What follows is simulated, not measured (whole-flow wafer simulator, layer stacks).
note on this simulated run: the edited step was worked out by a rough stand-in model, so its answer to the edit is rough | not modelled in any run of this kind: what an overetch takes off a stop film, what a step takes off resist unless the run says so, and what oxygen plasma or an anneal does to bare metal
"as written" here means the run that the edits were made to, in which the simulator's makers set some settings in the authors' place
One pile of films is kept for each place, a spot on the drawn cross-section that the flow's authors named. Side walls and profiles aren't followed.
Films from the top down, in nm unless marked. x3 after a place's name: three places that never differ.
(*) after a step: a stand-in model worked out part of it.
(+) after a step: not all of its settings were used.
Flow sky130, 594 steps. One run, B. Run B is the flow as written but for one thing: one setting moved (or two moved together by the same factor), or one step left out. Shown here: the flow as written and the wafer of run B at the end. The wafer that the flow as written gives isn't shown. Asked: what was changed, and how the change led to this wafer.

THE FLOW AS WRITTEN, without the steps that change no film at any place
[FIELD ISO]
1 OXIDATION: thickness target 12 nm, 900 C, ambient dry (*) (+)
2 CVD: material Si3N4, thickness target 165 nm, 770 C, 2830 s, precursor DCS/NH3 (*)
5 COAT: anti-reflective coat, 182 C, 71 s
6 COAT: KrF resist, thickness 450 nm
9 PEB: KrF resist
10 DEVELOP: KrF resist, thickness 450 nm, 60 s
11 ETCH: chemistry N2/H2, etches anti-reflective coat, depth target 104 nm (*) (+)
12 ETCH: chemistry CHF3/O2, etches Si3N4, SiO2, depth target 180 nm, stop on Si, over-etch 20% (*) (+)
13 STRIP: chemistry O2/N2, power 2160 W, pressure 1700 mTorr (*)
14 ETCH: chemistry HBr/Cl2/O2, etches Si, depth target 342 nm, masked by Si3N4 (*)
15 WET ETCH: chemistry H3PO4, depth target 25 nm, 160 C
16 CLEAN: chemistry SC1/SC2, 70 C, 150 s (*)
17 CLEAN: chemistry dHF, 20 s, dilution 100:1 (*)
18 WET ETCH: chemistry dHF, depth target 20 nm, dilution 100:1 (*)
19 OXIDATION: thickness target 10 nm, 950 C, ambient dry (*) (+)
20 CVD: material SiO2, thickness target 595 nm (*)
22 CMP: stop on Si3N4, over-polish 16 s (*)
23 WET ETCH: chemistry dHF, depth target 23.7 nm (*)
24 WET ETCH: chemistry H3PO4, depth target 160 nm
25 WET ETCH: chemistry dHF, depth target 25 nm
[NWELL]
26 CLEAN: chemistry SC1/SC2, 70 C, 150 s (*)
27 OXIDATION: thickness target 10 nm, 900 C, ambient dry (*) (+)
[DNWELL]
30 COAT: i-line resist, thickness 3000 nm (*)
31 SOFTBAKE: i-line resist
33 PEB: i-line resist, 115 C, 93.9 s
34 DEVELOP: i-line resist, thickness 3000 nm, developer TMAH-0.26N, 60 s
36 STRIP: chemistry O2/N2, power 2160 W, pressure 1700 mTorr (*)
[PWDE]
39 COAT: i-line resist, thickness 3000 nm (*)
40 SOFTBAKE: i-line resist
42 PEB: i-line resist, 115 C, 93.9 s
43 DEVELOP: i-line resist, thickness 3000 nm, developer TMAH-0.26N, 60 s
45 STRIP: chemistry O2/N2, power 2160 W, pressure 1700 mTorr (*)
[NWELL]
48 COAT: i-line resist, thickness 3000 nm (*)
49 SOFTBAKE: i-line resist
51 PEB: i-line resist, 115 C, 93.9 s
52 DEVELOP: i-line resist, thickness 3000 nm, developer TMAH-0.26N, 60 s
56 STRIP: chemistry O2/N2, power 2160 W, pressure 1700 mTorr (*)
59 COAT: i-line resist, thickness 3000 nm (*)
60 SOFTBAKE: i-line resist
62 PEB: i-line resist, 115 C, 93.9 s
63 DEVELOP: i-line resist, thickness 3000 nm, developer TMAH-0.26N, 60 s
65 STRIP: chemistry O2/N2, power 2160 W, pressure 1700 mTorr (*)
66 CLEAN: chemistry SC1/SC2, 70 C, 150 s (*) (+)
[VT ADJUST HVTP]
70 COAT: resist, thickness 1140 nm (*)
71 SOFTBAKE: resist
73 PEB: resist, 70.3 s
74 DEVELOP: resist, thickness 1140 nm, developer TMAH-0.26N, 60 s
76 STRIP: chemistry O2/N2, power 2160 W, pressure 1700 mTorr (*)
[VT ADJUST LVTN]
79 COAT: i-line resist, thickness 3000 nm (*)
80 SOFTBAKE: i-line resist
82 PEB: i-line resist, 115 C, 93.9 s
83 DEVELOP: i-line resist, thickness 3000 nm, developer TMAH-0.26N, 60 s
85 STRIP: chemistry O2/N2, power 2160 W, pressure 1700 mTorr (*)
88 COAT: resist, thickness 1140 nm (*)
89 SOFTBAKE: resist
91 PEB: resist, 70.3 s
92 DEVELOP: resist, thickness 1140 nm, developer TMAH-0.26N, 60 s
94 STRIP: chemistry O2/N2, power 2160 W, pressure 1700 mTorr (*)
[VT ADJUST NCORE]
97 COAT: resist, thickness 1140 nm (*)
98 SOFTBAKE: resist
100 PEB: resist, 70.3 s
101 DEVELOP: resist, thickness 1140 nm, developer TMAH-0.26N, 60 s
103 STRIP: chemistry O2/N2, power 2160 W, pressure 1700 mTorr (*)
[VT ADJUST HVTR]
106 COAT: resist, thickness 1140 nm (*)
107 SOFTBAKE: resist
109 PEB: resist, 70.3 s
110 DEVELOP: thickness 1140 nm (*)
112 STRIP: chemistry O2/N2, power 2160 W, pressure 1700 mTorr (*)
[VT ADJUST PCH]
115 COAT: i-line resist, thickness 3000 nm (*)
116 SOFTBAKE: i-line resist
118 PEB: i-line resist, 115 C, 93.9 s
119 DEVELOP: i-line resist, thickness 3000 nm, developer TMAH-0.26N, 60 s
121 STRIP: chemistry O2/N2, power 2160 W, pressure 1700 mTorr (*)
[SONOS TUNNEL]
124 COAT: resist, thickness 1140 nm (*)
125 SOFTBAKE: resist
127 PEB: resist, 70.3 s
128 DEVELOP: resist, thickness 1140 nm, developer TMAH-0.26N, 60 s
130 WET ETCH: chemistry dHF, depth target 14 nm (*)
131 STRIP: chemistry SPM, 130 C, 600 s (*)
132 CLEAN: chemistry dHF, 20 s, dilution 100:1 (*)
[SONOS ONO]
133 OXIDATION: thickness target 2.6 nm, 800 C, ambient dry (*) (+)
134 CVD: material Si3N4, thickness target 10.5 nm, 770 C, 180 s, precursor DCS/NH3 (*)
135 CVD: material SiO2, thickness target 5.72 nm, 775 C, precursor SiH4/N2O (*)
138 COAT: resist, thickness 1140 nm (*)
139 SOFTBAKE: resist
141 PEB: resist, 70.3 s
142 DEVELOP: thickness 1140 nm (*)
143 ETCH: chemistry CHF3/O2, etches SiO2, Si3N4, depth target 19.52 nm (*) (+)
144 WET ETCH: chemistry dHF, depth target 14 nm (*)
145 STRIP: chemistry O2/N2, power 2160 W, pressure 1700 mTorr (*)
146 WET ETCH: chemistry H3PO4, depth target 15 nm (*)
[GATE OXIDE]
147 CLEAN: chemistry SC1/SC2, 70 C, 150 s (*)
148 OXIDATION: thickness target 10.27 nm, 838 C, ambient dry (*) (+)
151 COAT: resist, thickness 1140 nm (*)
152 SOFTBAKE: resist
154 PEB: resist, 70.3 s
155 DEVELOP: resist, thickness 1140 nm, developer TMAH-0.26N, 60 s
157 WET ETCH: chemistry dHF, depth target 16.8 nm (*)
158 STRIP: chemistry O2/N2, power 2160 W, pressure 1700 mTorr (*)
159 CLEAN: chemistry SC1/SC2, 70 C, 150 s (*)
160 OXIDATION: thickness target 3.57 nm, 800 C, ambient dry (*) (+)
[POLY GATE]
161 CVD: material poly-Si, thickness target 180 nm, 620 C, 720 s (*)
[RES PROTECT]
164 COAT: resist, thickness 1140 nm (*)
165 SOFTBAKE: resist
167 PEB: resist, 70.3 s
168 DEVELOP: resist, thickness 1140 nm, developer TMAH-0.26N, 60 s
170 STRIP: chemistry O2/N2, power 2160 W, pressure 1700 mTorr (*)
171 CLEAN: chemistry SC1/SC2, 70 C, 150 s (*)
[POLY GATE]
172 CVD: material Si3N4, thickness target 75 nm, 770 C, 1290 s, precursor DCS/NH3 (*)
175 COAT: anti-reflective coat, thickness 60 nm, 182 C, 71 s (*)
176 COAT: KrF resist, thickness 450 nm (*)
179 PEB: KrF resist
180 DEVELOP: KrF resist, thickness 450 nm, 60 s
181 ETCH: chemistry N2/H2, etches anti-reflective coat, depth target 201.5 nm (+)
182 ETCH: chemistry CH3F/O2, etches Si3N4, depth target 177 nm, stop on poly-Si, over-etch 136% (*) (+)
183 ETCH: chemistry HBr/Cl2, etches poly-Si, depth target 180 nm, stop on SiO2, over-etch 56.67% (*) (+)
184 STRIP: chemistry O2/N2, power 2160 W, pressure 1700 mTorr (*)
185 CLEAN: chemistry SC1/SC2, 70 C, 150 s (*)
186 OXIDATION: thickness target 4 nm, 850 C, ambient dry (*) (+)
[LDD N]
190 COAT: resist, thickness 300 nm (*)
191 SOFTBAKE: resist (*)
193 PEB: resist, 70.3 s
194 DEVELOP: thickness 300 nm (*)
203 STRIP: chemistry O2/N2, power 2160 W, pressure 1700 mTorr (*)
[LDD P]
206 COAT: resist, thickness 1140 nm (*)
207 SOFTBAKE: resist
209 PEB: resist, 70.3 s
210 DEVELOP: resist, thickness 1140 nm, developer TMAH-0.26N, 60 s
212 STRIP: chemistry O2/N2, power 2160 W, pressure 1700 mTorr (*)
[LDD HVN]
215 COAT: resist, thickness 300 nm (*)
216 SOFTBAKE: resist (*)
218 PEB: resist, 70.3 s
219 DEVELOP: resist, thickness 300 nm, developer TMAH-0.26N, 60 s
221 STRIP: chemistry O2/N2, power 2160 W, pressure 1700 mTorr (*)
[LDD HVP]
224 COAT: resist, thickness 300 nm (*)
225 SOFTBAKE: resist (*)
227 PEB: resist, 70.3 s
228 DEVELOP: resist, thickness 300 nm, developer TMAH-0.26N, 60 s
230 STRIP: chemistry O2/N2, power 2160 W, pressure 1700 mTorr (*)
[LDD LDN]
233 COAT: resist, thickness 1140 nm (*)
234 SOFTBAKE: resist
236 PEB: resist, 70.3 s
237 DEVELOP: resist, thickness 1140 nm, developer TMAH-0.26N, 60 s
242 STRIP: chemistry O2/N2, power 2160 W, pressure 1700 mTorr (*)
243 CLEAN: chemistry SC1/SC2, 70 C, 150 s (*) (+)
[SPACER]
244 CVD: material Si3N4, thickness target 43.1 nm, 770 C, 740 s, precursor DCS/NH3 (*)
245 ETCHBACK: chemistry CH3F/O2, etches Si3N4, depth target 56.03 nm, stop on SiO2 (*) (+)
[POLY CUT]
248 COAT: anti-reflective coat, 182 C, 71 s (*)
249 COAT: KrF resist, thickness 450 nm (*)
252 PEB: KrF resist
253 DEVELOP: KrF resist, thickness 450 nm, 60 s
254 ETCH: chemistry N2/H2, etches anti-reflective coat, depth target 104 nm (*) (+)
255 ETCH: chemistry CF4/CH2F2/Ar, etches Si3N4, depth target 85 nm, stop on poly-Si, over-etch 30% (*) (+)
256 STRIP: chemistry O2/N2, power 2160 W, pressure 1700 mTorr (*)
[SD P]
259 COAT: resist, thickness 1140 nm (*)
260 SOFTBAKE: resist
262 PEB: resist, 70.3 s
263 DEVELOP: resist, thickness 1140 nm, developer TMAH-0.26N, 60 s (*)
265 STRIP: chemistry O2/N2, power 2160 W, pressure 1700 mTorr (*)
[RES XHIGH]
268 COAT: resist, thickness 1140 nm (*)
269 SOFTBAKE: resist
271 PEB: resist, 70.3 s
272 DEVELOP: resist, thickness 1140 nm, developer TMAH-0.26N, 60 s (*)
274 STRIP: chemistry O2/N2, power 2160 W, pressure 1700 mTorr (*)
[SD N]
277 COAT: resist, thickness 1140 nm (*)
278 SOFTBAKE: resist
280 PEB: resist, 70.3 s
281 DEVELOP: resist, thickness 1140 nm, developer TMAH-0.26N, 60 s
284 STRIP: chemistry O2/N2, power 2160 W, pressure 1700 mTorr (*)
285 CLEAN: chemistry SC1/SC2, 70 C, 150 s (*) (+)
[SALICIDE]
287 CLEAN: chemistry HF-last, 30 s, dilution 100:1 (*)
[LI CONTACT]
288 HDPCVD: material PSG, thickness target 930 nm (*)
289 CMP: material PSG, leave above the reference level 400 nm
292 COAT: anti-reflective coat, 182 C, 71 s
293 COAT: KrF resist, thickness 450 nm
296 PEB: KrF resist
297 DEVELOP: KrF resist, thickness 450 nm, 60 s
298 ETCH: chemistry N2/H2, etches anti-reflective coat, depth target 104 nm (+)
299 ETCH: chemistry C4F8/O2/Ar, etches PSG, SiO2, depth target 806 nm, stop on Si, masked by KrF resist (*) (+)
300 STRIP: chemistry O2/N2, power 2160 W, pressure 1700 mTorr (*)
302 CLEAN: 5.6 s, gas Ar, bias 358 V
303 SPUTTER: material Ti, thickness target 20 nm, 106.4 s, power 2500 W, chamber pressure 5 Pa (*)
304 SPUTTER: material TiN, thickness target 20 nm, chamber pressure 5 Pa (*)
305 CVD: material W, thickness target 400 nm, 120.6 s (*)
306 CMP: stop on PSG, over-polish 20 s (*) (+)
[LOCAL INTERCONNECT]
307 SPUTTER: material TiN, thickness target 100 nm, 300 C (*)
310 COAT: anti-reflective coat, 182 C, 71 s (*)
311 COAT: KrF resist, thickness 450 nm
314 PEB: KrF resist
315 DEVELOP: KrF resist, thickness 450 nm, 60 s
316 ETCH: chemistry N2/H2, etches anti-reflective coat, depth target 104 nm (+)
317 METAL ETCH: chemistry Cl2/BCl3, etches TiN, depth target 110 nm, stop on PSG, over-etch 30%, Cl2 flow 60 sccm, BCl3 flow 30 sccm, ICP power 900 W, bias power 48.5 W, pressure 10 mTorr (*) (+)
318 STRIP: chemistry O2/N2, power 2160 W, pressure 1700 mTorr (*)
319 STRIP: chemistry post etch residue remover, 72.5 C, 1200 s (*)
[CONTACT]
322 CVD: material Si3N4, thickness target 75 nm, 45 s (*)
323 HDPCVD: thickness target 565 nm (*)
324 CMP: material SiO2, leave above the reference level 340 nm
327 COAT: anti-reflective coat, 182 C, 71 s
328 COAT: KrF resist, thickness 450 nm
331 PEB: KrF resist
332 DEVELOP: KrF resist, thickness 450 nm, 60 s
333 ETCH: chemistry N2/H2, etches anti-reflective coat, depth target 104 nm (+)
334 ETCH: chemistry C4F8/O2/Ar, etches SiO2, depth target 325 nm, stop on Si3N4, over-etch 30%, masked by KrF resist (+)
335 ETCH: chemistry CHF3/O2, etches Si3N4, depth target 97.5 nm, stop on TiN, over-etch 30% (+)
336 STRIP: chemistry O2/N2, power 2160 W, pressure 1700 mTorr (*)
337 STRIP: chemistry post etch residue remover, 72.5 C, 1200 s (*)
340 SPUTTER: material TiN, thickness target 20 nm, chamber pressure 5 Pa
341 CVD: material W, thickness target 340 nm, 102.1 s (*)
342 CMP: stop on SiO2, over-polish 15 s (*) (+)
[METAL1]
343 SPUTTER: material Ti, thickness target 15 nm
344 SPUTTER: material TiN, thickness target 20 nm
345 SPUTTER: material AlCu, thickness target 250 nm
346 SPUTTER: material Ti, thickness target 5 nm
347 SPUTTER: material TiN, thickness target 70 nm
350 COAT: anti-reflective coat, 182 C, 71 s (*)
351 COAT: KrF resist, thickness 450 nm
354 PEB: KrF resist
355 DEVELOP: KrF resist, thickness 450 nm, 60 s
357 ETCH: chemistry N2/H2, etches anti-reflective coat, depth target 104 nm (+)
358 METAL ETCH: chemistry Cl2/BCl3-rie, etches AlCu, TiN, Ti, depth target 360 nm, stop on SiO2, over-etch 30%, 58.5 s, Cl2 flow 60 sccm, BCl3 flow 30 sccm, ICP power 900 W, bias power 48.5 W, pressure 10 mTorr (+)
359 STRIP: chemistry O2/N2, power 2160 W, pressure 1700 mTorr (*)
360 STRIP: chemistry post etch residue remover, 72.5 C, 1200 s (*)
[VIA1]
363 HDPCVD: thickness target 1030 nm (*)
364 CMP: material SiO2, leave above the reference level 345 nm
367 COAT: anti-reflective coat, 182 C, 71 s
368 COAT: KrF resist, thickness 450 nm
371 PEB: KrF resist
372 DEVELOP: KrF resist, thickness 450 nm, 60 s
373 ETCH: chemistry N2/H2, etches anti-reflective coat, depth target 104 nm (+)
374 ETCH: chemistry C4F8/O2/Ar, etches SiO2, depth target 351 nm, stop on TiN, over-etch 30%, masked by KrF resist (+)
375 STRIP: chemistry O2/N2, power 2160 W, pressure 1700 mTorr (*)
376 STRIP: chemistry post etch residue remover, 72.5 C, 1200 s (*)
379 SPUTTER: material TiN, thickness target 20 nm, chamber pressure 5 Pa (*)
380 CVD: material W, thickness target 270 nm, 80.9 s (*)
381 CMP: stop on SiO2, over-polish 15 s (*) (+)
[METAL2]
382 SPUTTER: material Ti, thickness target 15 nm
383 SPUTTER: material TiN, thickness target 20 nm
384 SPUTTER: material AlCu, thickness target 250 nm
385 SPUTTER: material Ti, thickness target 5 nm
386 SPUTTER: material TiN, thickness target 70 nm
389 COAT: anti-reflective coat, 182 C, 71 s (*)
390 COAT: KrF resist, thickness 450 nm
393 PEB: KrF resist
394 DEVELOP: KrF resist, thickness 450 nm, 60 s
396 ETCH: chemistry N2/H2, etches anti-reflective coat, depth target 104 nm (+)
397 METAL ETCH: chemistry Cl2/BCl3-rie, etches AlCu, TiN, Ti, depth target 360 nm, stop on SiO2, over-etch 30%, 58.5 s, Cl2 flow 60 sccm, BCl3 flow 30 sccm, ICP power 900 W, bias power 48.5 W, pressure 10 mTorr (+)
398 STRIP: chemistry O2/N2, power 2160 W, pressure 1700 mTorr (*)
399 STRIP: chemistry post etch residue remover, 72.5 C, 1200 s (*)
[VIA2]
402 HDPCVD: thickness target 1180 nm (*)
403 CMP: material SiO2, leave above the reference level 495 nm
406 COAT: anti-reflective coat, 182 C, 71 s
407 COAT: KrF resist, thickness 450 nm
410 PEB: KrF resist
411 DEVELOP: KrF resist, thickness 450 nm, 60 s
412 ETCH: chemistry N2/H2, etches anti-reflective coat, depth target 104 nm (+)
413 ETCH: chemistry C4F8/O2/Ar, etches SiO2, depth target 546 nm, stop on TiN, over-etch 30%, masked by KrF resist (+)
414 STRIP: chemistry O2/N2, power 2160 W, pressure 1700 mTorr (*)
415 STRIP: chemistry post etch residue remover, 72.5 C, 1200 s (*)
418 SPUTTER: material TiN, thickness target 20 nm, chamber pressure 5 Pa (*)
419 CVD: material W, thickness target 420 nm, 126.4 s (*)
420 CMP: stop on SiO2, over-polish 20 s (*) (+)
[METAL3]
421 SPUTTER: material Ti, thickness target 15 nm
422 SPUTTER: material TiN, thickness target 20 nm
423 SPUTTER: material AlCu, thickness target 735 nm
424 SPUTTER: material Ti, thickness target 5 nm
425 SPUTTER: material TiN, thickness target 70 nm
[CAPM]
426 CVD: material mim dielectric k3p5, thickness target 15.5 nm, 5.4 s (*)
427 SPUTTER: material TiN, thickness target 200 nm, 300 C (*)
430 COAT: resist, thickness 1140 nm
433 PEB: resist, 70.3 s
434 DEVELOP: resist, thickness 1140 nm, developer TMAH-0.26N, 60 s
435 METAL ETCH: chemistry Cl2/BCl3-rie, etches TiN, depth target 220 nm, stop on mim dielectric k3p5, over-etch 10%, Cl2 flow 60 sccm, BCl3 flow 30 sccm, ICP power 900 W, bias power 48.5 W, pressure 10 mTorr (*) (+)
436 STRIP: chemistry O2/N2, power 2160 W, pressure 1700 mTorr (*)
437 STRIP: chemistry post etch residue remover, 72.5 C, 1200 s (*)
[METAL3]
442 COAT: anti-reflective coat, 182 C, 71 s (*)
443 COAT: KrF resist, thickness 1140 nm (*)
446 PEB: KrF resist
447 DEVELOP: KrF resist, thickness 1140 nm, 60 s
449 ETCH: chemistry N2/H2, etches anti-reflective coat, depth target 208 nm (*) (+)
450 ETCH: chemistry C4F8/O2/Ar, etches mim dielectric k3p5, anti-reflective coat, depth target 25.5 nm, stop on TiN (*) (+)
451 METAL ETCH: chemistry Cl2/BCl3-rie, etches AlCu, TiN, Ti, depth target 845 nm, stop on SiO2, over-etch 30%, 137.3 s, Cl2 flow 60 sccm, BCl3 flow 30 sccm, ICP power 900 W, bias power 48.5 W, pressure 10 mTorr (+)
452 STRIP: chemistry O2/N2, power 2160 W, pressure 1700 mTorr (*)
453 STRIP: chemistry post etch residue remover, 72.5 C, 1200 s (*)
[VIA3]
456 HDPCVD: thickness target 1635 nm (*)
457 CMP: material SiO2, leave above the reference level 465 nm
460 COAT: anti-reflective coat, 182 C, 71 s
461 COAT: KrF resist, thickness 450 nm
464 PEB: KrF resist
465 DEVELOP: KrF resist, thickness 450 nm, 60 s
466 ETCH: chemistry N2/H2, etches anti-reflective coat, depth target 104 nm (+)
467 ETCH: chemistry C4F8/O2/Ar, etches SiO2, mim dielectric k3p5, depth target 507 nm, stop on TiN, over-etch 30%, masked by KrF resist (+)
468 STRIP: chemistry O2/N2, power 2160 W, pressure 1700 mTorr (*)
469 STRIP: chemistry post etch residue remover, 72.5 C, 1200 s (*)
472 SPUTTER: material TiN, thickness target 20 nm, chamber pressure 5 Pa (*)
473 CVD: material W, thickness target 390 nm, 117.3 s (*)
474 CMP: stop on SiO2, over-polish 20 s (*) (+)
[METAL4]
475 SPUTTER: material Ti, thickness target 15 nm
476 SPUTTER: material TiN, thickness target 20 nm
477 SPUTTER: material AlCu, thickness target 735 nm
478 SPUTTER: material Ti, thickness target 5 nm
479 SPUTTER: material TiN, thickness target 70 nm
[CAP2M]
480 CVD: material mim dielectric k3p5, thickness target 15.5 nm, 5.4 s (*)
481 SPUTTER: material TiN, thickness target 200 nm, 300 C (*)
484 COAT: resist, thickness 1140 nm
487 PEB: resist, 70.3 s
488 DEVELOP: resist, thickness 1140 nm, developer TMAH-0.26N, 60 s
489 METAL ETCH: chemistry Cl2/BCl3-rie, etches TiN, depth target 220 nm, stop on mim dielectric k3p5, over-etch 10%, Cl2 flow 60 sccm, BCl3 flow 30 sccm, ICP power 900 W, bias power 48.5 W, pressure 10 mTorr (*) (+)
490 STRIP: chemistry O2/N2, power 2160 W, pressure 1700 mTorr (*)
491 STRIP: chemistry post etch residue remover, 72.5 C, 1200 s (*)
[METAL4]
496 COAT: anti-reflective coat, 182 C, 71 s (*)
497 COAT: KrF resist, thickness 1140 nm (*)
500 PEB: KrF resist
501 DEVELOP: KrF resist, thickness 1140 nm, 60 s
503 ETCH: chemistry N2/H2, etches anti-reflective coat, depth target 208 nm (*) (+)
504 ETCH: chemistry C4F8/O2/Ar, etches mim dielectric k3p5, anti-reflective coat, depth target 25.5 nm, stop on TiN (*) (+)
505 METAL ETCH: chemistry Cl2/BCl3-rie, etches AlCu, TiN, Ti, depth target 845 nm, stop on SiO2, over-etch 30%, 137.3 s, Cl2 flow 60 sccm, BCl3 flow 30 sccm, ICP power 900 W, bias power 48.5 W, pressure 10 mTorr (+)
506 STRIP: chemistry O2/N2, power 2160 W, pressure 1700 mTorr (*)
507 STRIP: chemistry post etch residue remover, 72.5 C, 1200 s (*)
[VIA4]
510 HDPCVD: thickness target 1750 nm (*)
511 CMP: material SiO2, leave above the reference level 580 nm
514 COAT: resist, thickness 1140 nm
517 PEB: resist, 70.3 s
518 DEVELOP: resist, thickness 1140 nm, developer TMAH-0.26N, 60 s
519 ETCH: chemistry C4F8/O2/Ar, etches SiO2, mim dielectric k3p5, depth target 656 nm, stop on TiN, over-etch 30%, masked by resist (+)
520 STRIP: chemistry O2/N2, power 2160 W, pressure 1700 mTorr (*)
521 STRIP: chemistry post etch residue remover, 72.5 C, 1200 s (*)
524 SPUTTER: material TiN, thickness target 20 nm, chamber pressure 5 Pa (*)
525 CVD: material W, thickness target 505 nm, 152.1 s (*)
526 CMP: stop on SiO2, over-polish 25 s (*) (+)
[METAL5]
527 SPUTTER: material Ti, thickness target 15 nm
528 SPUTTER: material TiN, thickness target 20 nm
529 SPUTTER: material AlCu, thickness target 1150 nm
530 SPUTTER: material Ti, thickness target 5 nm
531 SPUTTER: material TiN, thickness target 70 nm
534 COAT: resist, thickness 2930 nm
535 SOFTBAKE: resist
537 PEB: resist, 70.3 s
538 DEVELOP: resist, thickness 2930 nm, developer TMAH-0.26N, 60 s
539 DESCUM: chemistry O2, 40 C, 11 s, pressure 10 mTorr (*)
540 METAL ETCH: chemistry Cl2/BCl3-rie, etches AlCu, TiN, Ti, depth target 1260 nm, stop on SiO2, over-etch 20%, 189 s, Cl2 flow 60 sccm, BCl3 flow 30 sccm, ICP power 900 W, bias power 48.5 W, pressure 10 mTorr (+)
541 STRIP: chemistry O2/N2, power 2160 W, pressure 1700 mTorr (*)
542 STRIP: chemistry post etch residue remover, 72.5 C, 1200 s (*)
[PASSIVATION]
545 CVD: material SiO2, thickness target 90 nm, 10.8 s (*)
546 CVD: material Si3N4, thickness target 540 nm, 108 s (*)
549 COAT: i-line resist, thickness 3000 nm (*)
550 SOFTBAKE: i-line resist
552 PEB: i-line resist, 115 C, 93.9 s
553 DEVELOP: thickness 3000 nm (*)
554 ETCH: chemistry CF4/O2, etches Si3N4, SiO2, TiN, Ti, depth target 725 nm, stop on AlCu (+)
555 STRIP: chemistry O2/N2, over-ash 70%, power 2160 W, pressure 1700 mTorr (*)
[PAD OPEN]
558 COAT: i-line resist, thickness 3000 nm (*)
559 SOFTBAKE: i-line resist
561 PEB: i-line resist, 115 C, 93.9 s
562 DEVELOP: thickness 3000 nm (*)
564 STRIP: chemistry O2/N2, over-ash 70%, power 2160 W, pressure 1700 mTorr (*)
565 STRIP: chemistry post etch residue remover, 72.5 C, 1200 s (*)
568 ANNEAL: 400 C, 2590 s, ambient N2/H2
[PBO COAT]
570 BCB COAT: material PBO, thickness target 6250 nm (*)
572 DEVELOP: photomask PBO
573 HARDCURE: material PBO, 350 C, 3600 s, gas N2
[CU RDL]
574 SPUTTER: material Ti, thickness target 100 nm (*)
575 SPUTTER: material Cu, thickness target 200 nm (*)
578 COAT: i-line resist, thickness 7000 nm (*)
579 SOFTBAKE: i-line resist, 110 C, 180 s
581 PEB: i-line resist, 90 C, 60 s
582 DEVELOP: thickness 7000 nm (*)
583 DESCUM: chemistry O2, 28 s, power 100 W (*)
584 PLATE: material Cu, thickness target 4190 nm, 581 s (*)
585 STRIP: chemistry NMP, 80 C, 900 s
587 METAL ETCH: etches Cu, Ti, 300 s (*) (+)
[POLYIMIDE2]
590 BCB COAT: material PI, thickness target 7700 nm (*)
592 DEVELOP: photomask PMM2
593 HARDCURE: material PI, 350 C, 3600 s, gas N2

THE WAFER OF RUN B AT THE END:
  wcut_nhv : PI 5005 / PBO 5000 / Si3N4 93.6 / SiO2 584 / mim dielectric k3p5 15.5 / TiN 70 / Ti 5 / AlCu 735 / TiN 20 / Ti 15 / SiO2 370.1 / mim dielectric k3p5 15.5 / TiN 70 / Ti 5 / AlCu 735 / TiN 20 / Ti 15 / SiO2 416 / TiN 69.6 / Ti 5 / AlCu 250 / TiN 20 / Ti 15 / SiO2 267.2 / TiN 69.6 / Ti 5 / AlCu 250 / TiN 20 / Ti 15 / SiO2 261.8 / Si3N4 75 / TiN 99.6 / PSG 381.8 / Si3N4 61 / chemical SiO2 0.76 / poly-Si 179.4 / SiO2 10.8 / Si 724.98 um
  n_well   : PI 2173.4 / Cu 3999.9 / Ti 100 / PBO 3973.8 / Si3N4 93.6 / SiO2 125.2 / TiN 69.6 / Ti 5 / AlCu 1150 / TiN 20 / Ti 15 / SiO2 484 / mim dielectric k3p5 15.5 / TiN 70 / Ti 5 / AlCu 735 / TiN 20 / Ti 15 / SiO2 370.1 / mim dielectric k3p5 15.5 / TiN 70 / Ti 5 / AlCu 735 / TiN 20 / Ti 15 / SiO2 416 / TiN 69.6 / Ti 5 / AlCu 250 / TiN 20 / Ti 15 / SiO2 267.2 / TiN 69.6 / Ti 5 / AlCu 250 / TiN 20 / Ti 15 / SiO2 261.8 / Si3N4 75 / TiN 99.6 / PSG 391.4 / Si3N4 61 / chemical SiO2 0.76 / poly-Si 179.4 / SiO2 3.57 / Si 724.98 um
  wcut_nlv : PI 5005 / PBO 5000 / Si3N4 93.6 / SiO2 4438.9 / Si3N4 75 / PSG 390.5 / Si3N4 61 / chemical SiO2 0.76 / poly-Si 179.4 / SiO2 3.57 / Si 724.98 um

The cause: step 546, CVD: thickness target 319 nm was run, where the flow has thickness target 540 nm; step 546, CVD: 63.7 s was run, where the flow has 108 s.

How the change led to this, step by step:
  546 CVD: material Si3N4, thickness target 540 nm, 108 s (*)
      field, active, n_well and 190 more: Si3N4 +93.9 (new film) (as written it would be: Si3N4 +159.1 (new film))
  550 SOFTBAKE: i-line resist
      gate_p_lvt, iso_guard_hv_nw: i-line resist +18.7 (as written it would be: i-line resist +20.6)
      active: i-line resist +10.7 (as written it would be: i-line resist +12)
      (and at 58 more places)
  554 ETCH: chemistry CF4/O2, etches Si3N4, SiO2, TiN, Ti, depth target 725 nm, stop on AlCu (+)
      field, active, n_well and 189 more: i-line resist -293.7 (as written it would be: i-line resist -358.9)
      pad: Si3N4 -93.9 (all of it), SiO2 -125.2 (all of it), TiN -69.6 (all of it), Ti -5 (all of it) (as written it would be: Si3N4 -159.1 (all of it), SiO2 -125.2 (all of it), TiN -69.6 (all of it), Ti -5 (all of it))
  555 STRIP: chemistry O2/N2, over-ash 70%, power 2160 W, pressure 1700 mTorr (*)
      gate_hv, dice_street, iso_guard and 83 more: i-line resist -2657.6 (all of it) (as written it would be: i-line resist -2592.4 (all of it))
      n_well, p_well, sd_n, sd_p: i-line resist -1406.1 (all of it) (as written it would be: i-line resist -1340.8 (all of it))
      (and at 102 more places)
  558 COAT: i-line resist, thickness 3000 nm (*)
      pad: i-line resist +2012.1 (new film) (as written it would be: i-line resist +2077.7 (new film))
  559 SOFTBAKE: i-line resist
      gate_p_lvt, iso_guard_hv_nw: i-line resist +18.7 (as written it would be: i-line resist +20.6)
      field: i-line resist +11.1 (as written it would be: i-line resist +12.5)
      (and at 65 more places)
  561 PEB: i-line resist, 115 C, 93.9 s
      pad: i-line resist -31.1 (as written it would be: i-line resist -32.2)
  562 DEVELOP: thickness 3000 nm (*)
      pad: i-line resist -1981 (all of it) (as written it would be: i-line resist -2045.5 (all of it))
  578 COAT: i-line resist, thickness 7000 nm (*)
      pad: i-line resist +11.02 um (new film) (as written it would be: i-line resist +11.08 um (new film))
  579 SOFTBAKE: i-line resist, 110 C, 180 s
      mim, vcap_hvt: i-line resist -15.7 (as written it would be: i-line resist -16.8)
      ndiff_licon_rim, ndiff_licon: i-line resist -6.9 (as written it would be: i-line resist -8.01)
      (and at 27 more places)
  582 DEVELOP: thickness 7000 nm (*)
      pad: i-line resist -11.02 um (all of it) (as written it would be: i-line resist -11.08 um (all of it))
